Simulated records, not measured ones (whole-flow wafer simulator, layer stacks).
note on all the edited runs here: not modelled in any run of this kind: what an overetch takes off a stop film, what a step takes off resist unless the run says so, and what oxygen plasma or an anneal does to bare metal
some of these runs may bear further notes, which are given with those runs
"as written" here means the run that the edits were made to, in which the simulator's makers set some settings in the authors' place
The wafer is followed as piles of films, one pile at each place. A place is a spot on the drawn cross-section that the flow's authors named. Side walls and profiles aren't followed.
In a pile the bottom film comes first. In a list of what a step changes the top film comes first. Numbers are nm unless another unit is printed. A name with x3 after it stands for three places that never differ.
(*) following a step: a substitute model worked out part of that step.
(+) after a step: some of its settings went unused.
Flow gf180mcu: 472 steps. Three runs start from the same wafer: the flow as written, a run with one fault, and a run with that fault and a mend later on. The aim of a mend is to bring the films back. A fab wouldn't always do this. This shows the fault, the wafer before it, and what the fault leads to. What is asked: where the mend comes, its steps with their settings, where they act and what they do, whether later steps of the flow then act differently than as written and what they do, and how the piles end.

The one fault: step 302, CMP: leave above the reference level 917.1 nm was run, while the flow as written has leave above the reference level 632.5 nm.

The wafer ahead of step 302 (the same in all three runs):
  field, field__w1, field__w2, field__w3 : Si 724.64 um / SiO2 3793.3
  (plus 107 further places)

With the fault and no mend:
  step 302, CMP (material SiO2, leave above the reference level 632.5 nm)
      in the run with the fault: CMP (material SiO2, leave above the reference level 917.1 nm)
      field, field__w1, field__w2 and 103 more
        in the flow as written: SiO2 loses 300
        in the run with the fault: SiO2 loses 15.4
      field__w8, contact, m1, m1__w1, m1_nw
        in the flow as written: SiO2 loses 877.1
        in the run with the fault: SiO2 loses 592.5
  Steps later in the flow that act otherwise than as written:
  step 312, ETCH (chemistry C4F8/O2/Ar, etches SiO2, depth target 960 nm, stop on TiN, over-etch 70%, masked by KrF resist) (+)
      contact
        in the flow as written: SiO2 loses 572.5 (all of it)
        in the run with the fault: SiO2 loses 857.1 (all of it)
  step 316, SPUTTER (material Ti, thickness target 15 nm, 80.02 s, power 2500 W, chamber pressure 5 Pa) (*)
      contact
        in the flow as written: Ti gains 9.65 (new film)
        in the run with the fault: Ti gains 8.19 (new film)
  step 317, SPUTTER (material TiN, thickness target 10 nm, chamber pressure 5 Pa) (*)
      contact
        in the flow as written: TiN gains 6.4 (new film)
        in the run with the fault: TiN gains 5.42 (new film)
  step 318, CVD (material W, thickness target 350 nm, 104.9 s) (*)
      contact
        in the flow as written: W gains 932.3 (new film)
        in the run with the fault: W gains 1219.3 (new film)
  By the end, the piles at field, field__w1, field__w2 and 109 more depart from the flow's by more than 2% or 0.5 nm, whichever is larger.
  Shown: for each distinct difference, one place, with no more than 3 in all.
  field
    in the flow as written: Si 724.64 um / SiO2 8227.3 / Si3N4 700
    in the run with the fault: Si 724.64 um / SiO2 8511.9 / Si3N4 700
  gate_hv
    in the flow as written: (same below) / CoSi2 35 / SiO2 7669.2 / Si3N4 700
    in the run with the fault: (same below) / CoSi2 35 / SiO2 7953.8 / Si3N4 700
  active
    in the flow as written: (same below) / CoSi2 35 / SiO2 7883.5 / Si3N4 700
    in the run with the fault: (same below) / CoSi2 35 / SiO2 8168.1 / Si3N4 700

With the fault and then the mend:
  The mend follows step 310.
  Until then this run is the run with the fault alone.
  step 310a, STRIP (chemistry O2/N2, power 2160 W, pressure 1700 mTorr) (*)
      field, field__w1, field__w2 and 107 more
        KrF resist loses 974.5 (all of it), anti-reflective coat loses 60 (all of it)
      contact
        anti-reflective coat loses 60 (all of it)
  step 310b, CMP (material SiO2, leave above the reference level 632.5 nm) (the flow's step 302 again)
      field, field__w1, field__w2 and 108 more
        SiO2 loses 284.6
  step 310c, HMDS (120 C, 60 s) (the flow's step 304 again)
      leaves every film unchanged at each place that is followed
  step 310d, COAT (anti-reflective coat, thickness 60 nm, 182 C, 71 s) (the flow's step 305 again)
      field, field__w1, field__w2 and 108 more
        anti-reflective coat gains 60 (new film)
  step 310e, COAT (KrF resist, thickness 1000 nm) (the flow's step 306 again)
      field, field__w1, field__w2 and 108 more
        KrF resist gains 1000 (new film)
  step 310f, SOFTBAKE (KrF resist) (the flow's step 307 again)
      leaves every film unchanged at each place that is followed
  step 310g, EXPOSE (photomask Via2) (the flow's step 308 again)
      leaves every film unchanged at each place that is followed
  step 310h, PEB (KrF resist, 135 C, 90 s) (the flow's step 309 again)
      field, field__w1, field__w2 and 108 more
        KrF resist loses 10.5
  step 310i, DEVELOP (KrF resist, thickness 1000 nm, 60 s) (the flow's step 310 again)
      field, field__w1, field__w2 and 107 more
        KrF resist loses 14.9
      contact
        KrF resist loses 989.5 (all of it)
  None of the later steps of the flow acts differently than as written at any place that is followed.
  At every place that both follow, the piles at the end match the flow's.
